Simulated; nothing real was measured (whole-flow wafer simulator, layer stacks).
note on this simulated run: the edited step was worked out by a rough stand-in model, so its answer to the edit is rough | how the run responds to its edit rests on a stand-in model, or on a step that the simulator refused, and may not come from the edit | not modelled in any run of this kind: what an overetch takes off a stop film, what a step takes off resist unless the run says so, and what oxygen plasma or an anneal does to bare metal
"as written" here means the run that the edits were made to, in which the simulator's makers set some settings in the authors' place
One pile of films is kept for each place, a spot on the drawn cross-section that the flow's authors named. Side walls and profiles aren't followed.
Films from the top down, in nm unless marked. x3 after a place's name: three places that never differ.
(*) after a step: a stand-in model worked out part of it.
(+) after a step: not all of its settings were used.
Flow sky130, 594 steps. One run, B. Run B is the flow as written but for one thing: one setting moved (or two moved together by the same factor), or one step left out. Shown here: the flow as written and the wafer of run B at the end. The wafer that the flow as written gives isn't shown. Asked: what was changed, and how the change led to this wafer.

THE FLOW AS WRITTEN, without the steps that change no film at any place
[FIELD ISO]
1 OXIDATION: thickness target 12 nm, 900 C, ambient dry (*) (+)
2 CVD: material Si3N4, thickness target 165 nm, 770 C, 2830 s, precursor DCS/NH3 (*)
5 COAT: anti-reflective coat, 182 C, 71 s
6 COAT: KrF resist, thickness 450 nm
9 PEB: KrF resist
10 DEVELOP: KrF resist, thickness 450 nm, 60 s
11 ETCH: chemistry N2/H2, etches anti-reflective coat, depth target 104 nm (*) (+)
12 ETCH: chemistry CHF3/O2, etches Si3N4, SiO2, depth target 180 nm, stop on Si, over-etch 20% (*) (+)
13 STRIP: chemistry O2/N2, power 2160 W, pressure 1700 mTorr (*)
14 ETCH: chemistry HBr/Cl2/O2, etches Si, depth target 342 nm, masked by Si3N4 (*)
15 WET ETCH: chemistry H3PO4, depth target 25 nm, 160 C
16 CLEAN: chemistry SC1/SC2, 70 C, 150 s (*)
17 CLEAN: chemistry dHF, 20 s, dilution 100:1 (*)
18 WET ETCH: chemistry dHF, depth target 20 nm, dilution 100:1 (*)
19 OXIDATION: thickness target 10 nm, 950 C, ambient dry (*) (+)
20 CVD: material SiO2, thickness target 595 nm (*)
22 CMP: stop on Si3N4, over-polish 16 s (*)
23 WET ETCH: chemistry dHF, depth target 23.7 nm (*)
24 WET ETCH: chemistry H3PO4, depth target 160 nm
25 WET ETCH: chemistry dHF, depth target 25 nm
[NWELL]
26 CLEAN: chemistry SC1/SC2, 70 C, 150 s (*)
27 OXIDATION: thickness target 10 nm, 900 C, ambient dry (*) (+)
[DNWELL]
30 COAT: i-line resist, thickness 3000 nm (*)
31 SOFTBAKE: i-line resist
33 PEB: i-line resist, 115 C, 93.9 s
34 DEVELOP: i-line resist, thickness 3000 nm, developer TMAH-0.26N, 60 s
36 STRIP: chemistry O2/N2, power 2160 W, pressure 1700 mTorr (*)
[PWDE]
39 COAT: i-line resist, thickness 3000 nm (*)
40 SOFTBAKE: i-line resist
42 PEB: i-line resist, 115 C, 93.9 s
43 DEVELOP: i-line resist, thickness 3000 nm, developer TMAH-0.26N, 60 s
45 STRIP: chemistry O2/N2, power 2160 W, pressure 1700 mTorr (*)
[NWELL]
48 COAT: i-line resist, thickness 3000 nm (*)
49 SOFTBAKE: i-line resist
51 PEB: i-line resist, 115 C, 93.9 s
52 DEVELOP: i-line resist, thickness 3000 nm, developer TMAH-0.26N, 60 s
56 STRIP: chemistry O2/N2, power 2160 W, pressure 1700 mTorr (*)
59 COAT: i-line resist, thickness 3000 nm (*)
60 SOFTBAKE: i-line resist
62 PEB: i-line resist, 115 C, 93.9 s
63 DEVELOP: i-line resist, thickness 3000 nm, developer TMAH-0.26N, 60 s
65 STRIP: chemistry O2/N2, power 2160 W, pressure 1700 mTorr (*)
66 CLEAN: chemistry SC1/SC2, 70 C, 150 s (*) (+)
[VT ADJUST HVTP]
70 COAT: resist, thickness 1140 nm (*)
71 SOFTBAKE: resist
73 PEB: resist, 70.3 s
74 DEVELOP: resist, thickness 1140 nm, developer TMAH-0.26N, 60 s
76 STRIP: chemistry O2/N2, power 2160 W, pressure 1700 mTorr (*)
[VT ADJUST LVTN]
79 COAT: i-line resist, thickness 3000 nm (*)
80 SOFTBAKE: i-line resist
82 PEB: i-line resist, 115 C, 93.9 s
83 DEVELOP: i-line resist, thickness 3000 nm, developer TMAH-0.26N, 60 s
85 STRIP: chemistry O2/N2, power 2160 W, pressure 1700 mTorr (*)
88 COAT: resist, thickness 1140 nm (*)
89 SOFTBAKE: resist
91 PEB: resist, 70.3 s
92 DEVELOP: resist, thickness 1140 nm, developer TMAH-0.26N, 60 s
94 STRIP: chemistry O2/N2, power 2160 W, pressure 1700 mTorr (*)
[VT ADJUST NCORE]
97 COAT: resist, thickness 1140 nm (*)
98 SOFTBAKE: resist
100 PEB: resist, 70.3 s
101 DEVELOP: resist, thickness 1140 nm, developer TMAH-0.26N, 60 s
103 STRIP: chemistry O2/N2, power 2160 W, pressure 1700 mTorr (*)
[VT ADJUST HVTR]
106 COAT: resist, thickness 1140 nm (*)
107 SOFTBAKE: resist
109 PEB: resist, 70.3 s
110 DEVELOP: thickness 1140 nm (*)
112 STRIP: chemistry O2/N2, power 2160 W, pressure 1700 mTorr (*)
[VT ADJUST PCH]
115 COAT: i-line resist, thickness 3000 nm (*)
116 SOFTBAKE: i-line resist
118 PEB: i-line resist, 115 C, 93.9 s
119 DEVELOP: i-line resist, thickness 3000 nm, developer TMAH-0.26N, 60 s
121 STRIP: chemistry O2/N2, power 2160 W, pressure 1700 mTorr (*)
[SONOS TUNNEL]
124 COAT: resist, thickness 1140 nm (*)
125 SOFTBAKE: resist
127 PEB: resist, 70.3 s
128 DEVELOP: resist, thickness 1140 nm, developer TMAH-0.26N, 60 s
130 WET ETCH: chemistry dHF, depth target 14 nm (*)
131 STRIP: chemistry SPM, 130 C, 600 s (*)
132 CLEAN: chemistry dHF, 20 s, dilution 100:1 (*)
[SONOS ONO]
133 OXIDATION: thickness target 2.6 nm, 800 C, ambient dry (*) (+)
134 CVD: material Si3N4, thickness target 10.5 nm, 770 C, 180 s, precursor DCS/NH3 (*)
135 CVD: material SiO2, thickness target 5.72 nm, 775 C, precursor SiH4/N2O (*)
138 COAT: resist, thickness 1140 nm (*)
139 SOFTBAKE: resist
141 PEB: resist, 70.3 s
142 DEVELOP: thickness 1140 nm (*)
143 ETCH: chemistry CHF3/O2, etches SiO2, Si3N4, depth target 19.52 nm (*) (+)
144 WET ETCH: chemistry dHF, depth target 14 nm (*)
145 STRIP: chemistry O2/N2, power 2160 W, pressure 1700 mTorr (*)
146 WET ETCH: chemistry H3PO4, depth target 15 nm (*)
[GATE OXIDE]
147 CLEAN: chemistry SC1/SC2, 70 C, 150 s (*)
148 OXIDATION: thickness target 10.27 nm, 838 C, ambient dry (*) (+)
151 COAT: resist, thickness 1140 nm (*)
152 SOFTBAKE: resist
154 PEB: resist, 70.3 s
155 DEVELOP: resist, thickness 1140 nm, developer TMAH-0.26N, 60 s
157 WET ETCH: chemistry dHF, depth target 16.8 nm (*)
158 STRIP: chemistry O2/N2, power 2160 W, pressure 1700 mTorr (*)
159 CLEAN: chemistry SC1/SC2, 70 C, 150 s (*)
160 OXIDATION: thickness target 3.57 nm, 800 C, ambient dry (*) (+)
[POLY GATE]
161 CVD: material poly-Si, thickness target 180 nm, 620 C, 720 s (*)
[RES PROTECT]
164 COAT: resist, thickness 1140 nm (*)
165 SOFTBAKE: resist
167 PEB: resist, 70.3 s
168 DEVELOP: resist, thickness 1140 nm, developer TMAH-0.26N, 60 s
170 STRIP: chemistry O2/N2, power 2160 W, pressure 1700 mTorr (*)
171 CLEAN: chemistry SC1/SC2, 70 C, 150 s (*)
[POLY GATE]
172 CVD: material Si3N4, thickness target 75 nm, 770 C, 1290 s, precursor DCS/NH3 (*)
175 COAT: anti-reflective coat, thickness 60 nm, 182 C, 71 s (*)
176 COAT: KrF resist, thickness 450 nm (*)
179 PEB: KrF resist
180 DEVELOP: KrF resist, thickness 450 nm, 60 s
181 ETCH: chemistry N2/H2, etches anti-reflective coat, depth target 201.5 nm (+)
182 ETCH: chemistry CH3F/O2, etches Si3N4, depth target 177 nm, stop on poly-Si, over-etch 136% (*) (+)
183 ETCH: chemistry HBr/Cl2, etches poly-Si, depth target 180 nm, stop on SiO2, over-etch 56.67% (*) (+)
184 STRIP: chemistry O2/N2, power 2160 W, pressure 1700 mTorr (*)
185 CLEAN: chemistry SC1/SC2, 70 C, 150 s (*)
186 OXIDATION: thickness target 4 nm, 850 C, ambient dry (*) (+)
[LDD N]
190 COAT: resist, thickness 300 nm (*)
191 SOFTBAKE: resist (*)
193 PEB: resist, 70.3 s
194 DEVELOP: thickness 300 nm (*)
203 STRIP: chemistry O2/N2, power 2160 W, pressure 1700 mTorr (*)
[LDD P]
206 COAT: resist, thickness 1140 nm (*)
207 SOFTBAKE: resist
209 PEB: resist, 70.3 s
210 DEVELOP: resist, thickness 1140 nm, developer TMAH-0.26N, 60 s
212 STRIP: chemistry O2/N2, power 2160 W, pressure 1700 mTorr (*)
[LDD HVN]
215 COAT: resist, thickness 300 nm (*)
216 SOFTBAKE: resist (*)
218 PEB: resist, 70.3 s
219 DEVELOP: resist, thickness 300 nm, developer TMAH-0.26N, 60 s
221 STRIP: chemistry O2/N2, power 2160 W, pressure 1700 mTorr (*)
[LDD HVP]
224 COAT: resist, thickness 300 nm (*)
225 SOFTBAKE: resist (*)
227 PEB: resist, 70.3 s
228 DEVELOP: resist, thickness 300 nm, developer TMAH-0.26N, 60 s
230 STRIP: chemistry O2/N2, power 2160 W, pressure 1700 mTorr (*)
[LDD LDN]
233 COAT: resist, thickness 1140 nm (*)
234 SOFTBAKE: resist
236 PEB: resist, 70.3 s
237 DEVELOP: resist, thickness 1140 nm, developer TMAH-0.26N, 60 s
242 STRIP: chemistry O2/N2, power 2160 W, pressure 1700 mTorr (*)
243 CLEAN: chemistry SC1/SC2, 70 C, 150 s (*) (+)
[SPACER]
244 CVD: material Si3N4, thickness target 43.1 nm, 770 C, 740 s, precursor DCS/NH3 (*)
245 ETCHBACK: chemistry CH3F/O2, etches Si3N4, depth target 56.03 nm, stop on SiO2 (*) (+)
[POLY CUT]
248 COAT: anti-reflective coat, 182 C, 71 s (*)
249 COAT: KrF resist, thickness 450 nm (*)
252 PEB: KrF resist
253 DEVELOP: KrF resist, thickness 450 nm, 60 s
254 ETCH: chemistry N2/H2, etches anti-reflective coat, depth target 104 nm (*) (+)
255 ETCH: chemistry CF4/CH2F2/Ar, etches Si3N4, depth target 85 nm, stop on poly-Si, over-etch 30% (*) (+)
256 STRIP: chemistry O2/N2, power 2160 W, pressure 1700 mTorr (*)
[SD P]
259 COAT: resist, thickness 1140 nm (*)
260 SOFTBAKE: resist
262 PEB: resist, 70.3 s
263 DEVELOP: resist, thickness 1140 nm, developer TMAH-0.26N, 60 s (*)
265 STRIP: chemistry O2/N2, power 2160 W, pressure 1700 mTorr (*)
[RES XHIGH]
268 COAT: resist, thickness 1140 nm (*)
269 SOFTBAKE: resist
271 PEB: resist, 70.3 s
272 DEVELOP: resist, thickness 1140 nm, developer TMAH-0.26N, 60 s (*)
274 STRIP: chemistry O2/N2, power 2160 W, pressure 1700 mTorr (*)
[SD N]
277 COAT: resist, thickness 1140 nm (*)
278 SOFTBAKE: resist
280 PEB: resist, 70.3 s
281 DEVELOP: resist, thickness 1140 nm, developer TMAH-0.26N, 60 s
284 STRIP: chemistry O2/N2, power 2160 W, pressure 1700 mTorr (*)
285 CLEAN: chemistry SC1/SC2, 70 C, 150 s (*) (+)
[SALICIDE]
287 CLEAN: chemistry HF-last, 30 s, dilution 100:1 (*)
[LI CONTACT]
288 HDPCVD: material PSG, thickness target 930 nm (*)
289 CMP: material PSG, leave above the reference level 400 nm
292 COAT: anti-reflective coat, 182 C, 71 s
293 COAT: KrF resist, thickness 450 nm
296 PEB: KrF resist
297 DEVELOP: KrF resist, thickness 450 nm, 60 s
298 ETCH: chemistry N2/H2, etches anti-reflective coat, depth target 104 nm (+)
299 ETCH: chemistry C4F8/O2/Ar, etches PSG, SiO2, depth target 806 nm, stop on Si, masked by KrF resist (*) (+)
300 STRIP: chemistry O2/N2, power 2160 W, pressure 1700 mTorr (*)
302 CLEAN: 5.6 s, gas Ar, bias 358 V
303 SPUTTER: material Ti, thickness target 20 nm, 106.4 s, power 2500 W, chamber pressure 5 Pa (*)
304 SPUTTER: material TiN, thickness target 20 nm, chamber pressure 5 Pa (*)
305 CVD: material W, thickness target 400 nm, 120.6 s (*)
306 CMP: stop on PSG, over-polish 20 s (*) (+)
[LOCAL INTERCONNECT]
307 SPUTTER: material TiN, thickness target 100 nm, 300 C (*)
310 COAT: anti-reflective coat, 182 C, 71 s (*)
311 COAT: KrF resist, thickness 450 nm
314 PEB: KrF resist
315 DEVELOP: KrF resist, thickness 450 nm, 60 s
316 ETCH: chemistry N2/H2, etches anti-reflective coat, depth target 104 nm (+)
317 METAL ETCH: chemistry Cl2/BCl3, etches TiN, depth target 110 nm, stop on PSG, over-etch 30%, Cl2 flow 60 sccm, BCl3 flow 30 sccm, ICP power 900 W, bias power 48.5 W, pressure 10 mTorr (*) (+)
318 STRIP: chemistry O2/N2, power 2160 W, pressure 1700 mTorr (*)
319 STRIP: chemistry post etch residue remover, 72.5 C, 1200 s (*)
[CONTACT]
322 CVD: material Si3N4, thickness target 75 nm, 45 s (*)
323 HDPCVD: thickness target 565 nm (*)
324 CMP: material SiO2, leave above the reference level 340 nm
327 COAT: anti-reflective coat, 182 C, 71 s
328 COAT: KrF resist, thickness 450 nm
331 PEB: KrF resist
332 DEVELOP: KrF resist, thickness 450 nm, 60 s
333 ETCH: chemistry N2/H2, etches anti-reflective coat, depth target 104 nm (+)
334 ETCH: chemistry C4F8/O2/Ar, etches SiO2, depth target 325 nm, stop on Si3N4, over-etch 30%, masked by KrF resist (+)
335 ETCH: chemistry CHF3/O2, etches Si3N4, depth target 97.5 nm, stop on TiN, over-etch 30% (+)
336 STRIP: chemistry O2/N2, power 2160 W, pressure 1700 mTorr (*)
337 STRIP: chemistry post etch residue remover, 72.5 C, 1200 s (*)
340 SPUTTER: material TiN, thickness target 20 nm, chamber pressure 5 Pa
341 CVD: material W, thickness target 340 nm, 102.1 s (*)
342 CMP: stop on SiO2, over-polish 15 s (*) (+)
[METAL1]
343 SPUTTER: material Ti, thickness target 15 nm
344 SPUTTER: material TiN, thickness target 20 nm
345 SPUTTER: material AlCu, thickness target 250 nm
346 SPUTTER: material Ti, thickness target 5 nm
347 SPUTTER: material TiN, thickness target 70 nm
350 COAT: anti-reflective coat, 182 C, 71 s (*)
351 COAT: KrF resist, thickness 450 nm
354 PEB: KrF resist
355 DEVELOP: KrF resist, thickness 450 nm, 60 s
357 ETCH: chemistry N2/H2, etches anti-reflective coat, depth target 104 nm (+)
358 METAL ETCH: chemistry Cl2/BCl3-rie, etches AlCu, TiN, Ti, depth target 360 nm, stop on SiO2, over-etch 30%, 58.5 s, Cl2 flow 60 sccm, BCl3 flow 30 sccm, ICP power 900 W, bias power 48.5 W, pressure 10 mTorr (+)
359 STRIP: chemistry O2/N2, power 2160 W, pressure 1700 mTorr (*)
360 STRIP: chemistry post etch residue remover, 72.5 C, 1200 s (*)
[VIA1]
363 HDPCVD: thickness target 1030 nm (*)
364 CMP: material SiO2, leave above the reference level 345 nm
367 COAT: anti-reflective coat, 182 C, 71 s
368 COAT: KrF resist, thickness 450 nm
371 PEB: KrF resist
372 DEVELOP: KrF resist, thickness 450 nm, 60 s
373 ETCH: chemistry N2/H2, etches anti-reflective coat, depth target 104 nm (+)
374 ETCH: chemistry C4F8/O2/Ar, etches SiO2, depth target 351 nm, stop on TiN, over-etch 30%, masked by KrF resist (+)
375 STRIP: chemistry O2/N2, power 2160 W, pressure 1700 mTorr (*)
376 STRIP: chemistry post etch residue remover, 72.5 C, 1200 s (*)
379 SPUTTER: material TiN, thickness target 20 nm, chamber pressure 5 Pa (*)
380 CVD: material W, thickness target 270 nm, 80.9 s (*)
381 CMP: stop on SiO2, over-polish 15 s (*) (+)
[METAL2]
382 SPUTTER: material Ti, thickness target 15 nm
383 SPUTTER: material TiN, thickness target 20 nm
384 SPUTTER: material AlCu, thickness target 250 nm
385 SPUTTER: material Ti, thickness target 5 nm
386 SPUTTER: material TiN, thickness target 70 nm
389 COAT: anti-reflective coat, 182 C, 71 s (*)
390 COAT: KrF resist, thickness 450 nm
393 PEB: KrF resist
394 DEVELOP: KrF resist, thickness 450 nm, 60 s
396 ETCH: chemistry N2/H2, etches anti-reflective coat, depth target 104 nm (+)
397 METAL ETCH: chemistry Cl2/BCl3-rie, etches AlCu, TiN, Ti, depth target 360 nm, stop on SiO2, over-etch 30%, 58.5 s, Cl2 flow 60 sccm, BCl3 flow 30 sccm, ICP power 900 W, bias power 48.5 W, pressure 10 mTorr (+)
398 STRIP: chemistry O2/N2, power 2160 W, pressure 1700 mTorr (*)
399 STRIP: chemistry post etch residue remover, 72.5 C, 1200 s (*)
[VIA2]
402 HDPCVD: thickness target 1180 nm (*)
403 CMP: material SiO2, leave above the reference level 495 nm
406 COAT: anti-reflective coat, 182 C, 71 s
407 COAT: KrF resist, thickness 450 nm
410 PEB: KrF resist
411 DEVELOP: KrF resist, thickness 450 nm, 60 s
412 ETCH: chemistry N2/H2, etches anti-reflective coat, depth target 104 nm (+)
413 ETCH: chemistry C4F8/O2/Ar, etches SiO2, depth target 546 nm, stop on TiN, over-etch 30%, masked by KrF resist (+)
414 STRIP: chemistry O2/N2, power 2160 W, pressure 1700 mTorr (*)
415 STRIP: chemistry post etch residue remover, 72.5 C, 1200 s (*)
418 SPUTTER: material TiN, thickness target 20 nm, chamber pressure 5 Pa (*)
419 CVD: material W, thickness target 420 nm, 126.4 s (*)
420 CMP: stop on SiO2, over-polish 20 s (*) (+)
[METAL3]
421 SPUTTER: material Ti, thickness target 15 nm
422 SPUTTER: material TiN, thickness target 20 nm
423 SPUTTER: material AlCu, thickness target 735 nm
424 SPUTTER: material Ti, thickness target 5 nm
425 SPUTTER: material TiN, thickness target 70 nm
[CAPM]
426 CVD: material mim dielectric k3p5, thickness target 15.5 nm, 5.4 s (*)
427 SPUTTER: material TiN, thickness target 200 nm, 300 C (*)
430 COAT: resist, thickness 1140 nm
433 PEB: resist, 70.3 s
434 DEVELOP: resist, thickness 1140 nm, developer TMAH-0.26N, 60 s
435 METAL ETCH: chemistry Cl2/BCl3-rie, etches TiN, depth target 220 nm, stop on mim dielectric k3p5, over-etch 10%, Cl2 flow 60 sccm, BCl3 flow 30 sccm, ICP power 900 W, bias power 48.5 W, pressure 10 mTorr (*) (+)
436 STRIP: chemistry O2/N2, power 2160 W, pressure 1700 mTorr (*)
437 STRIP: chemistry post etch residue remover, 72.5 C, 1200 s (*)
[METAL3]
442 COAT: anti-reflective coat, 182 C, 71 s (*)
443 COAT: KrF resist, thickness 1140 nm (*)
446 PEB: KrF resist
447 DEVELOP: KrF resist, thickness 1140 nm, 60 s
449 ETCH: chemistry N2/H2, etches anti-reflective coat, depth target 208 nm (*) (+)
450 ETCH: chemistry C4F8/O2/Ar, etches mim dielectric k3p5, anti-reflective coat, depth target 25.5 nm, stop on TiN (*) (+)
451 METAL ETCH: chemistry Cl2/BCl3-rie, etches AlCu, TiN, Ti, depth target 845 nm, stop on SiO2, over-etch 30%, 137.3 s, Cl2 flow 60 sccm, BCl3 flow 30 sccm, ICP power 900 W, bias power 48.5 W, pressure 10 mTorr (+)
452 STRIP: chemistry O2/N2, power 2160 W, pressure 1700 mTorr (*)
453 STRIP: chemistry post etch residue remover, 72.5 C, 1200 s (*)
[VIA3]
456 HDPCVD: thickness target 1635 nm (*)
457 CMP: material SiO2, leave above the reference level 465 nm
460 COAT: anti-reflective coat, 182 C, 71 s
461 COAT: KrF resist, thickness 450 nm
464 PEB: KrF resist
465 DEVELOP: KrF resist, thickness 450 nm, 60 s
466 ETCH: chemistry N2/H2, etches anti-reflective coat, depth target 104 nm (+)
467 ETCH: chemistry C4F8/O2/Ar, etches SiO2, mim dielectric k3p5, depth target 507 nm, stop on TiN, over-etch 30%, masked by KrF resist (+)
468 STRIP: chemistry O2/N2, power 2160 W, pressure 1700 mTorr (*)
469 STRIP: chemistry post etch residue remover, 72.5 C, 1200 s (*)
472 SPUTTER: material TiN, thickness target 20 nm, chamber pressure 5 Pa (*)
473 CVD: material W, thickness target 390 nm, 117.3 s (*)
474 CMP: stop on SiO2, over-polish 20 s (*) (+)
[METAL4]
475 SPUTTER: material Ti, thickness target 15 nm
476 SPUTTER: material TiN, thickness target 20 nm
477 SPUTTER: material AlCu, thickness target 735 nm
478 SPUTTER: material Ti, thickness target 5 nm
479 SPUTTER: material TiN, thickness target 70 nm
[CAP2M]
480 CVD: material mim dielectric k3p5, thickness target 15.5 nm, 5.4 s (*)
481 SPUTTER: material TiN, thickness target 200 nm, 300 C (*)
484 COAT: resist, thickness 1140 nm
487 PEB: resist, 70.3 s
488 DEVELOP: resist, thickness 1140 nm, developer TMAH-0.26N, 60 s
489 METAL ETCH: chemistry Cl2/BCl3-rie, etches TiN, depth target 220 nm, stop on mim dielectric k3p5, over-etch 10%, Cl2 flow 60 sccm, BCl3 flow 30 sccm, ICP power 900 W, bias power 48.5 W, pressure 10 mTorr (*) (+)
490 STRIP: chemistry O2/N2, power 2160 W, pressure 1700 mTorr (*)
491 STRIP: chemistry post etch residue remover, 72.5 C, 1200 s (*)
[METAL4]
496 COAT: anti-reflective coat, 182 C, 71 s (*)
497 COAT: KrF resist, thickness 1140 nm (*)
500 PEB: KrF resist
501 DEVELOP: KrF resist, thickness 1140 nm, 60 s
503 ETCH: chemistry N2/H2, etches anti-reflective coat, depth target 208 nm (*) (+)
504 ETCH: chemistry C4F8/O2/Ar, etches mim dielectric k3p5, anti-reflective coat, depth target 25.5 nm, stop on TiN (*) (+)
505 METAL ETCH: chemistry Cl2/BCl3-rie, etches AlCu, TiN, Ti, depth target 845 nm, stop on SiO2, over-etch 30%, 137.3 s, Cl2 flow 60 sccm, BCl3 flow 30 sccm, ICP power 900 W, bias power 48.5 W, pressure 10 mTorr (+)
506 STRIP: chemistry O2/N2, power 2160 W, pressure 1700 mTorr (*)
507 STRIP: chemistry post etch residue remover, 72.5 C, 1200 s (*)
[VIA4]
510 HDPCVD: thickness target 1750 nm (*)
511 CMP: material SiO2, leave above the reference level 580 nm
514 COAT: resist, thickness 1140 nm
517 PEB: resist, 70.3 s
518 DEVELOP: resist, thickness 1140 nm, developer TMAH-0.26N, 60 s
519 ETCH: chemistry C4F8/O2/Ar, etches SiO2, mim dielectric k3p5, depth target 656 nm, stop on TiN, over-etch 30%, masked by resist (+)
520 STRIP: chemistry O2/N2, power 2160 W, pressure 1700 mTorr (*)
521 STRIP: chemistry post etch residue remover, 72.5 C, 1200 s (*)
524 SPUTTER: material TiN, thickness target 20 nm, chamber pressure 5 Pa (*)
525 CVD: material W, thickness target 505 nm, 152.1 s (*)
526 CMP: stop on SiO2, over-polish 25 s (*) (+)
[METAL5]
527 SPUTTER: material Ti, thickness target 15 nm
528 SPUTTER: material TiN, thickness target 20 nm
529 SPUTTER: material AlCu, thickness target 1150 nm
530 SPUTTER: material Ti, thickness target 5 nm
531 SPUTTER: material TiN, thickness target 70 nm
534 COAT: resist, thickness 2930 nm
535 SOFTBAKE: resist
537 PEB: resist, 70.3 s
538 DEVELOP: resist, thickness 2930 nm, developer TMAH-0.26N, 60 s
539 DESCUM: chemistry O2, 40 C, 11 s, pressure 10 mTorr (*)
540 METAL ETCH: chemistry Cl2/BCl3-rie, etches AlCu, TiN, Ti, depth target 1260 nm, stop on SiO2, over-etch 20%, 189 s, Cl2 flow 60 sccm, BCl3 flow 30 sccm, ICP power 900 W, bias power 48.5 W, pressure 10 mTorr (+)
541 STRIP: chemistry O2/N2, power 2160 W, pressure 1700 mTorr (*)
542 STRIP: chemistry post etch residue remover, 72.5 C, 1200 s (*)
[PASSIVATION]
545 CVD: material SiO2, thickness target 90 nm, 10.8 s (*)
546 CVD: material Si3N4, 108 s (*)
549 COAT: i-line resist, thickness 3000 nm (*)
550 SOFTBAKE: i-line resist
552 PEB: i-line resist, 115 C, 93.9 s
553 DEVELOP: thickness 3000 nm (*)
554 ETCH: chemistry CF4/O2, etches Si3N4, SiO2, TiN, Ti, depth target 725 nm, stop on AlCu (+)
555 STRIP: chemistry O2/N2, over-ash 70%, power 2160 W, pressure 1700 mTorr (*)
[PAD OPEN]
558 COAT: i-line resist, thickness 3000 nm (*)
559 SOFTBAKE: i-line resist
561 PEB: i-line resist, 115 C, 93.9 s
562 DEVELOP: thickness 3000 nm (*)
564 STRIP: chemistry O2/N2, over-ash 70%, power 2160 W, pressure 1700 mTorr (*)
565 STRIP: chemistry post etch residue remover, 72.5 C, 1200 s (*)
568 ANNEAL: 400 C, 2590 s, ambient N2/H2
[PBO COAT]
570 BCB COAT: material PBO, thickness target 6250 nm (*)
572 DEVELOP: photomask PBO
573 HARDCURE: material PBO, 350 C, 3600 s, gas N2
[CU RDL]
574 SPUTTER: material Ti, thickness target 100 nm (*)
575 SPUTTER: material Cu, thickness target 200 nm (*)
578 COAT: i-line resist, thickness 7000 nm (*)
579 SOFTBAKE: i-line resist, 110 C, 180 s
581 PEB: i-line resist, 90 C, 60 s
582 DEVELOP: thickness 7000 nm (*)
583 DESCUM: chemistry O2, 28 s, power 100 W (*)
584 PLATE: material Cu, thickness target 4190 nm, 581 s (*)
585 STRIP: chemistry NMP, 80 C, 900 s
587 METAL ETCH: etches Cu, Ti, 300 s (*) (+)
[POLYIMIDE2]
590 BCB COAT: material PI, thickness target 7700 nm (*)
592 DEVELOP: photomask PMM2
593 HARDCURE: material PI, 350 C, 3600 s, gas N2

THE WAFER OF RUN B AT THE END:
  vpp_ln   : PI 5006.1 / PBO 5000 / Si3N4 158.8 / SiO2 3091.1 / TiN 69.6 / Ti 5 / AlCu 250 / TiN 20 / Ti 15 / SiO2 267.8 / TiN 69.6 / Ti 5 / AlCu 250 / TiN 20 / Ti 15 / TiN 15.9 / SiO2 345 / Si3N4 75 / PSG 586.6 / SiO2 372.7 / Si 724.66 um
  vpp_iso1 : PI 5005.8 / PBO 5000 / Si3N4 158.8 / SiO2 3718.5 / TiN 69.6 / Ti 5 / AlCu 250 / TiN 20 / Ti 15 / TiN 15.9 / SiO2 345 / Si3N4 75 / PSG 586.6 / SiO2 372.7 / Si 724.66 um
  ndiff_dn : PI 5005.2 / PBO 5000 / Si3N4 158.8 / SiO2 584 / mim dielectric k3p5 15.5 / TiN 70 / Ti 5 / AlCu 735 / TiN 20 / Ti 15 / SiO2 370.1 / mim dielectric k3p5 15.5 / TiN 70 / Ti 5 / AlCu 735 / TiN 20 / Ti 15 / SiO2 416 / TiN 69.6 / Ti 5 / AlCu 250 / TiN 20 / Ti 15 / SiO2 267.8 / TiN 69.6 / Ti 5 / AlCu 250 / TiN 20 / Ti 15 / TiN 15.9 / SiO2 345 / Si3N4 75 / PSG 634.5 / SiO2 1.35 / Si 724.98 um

The cause: step 323, HDPCVD: thickness target 345 nm was run, where the flow has thickness target 565 nm.

How the change led to this, step by step:
  323 HDPCVD: thickness target 565 nm (*)
      field, active, n_well and 188 more: SiO2 +345 (new film) (as written it would be: SiO2 +565 (new film))
  324 CMP: material SiO2, leave above the reference level 340 nm
      field, active, gate and 88 more: nothing (as written it would be: SiO2 -200.4)
      n_well, p_well, gate_hv and 93 more: SiO2 -80 (as written it would be: SiO2 -300)
      (and at 4 more places)
  327 COAT: anti-reflective coat, 182 C, 71 s
      n_well, p_well, sd_n, sd_p, pad: anti-reflective coat +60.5 (new film) (as written it would be: anti-reflective coat +80 (new film))
      gate_p, npn11_e, pnp_par_nw: anti-reflective coat +73.7 (new film) (as written it would be: anti-reflective coat +80 (new film))
      (and at 79 more places)
  333 ETCH: chemistry N2/H2, etches anti-reflective coat, depth target 104 nm (+)
      poly_licon, rpo_hd_licon: anti-reflective coat -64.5 (all of it), SiO2 -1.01 (as written it would be: anti-reflective coat -80 (all of it), SiO2 -0.62)
      ndiff_licon: anti-reflective coat -74.6 (all of it), SiO2 -0.75 (as written it would be: anti-reflective coat -80 (all of it), SiO2 -0.62)
      (and at 1 more place)
  336 STRIP: chemistry O2/N2, power 2160 W, pressure 1700 mTorr (*)
      n_well, p_well, sd_n, sd_p, pad: KrF resist -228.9 (all of it), anti-reflective coat -60.5 (all of it) (as written it would be: KrF resist -228 (all of it), anti-reflective coat -80 (all of it))
      gate_hv: KrF resist -228.9 (all of it), anti-reflective coat -78.2 (all of it) (as written it would be: KrF resist -228 (all of it), anti-reflective coat -80 (all of it))
      (and at 81 more places)
  341 CVD: material W, thickness target 340 nm, 102.1 s (*)
      ndiff_licon_cpp, rpo_hd_licon: W +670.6 (new film) (as written it would be: W +690.5 (new film))
  342 CMP: stop on SiO2, over-polish 15 s (*) (+)
      field, active, gate and 88 more: W -340 (all of it), TiN -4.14 (as written it would be: W -340 (all of it), TiN -20 (all of it), SiO2 -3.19)
      ndiff_licon_cpp, rpo_hd_licon: W -344.1 (as written it would be: W -363.7)
  358 METAL ETCH: chemistry Cl2/BCl3-rie, etches AlCu, TiN, Ti, depth target 360 nm, stop on SiO2, over-etch 30%, 58.5 s, Cl2 flow 60 sccm, BCl3 flow 30 sccm, ICP power 900 W, bias power 48.5 W, pressure 10 mTorr (+)
      field, active, gate and 79 more: TiN -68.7 (all of it), Ti -5 (all of it), AlCu -250 (all of it), TiN -20 (all of it), Ti -15 (all of it), TiN -15.9 (all of it), SiO2 -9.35 (as written it would be: TiN -68.7 (all of it), Ti -5 (all of it), AlCu -250 (all of it), TiN -20 (all of it), Ti -15 (all of it), SiO2 -10.9)
  364 CMP: material SiO2, leave above the reference level 345 nm
      field, active, gate and 79 more: SiO2 -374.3 (as written it would be: SiO2 -389.1)
